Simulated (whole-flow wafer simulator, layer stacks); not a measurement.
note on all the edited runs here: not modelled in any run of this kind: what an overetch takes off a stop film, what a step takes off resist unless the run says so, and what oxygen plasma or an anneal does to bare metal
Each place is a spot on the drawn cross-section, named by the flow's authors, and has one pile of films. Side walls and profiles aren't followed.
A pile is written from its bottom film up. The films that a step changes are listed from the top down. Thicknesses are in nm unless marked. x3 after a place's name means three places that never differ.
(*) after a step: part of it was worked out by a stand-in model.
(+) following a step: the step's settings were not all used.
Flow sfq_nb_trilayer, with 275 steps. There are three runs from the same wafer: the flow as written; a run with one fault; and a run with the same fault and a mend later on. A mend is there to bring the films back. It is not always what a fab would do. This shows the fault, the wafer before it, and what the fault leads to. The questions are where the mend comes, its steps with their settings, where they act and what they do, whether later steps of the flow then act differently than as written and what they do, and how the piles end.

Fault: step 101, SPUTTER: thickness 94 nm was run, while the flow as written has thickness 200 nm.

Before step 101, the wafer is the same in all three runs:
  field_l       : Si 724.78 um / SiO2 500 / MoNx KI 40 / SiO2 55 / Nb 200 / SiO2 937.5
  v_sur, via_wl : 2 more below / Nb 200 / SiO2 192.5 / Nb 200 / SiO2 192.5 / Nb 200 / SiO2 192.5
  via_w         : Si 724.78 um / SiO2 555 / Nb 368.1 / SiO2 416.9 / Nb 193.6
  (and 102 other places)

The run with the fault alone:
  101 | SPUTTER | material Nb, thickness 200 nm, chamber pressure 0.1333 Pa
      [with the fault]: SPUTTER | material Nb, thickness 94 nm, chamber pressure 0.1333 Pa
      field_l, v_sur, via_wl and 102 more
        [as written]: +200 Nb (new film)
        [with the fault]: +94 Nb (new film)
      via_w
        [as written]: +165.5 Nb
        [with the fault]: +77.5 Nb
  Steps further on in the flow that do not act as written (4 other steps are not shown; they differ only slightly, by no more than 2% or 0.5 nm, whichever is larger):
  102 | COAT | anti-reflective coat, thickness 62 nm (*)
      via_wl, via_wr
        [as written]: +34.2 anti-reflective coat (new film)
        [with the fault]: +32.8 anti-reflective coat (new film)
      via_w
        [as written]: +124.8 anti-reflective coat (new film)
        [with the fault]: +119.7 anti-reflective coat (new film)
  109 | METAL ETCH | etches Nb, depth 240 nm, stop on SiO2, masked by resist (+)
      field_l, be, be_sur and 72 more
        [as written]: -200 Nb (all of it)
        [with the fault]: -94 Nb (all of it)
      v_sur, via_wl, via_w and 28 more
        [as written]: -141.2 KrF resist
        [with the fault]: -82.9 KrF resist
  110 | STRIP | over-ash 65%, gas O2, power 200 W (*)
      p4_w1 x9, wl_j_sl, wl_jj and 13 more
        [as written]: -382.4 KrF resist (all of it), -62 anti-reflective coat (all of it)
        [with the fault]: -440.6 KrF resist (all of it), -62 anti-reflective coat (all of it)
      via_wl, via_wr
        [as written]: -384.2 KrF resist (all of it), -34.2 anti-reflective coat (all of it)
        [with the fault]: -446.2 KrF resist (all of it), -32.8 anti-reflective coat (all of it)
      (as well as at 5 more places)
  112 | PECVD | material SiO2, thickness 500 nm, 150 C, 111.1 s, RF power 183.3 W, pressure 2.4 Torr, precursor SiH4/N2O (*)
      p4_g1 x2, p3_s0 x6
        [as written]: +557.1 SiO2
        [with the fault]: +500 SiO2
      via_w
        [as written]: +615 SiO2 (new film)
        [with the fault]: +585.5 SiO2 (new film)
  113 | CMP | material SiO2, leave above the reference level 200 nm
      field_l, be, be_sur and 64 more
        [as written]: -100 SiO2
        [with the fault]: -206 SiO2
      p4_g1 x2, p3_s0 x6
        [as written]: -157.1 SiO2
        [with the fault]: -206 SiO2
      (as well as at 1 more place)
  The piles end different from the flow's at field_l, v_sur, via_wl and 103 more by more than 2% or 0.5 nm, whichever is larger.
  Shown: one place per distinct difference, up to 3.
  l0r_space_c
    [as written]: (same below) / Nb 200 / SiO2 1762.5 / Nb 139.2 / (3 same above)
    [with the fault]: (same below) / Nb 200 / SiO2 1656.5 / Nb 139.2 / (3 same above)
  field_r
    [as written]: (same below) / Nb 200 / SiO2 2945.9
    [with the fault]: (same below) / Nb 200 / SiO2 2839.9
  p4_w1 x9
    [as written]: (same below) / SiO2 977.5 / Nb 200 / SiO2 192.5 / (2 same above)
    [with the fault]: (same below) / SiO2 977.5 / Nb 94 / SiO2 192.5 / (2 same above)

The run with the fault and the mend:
  After step 107 comes the mend.
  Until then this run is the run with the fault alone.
  107a | STRIP | over-ash 65%, gas O2, power 200 W (*)
      p4_fl x3, p4_g1 x2, p3_s0 x6 and 42 more
        -62 anti-reflective coat (all of it)
      p4_w1 x9, wl_j_sl, wl_jj and 13 more
        -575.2 KrF resist (all of it), -62 anti-reflective coat (all of it)
      r_sur, res, r_end and 9 more
        -61.8 anti-reflective coat (all of it)
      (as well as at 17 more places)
  107b | SPUTTER | material Nb, thickness 106 nm, chamber pressure 0.1333 Pa (the flow's step 101, run once more with other settings)
      field_l, v_sur, via_wl and 102 more
        +106 Nb
      via_w
        +86.9 Nb
  107c | COAT | anti-reflective coat, thickness 62 nm (*) (the flow's step 102, run once more)
      p4_fl x3, p4_w1 x9, p4_g1 x2 and 63 more
        +62 anti-reflective coat (new film)
      r_sur, res, r_end and 9 more
        +61.8 anti-reflective coat (new film)
      jj_sur, ce_l, c5j, ce_r, sp_r, be_r
        +61.7 anti-reflective coat (new film)
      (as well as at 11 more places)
  107d | COAT | KrF resist, thickness 600 nm (*) (the flow's step 103, run once more)
      p4_fl x3, p4_w1 x9, p4_g1 x2 and 63 more
        +600 KrF resist (new film)
      r_end, moat, field_r, lsp_l, l0_sur
        +599.4 KrF resist (new film)
      be_r, r_sur, res, l0v
        +599.3 KrF resist (new film)
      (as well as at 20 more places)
  107e | SOFTBAKE | KrF resist (the flow's step 104, run once more)
      does not change any film at any place that is followed
  107f | EXPOSE | photomask M3, dose 12.11 mJ/cm2, NA 0.6, wavelength 248 nm (*) (the flow's step 105, run once more)
      does not change any film at any place that is followed
  107g | PEB | KrF resist, 90 s (the flow's step 106, run once more)
      wire, be, be_sur and 96 more
        -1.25 KrF resist
      field_l, via_v
        -1.24 KrF resist
      via_wl, via_wr
        -1.26 KrF resist
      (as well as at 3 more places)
  107h | DEVELOP | KrF resist, thickness 600 nm, 60 s (the flow's step 107, run once more)
      p4_fl x3, p4_g1 x2, p3_s0 x6 and 42 more
        -598.7 KrF resist (all of it)
      v_sur, via_wl, via_w and 28 more
        -23.5 KrF resist
      moat, field_r, lsp_l, ln_m5, lsp_m, ln_m6, lsp_r, l0_sur
        -598.2 KrF resist (all of it)
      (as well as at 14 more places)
  Later steps of the flow that are run all act as written at every place that is followed, up to a difference of at most 2% or 0.5 nm, whichever is larger.
  When the end is reached, the piles differ only a little from the flow's at the places that both follow, at most by 2% or 0.5 nm, whichever is larger.
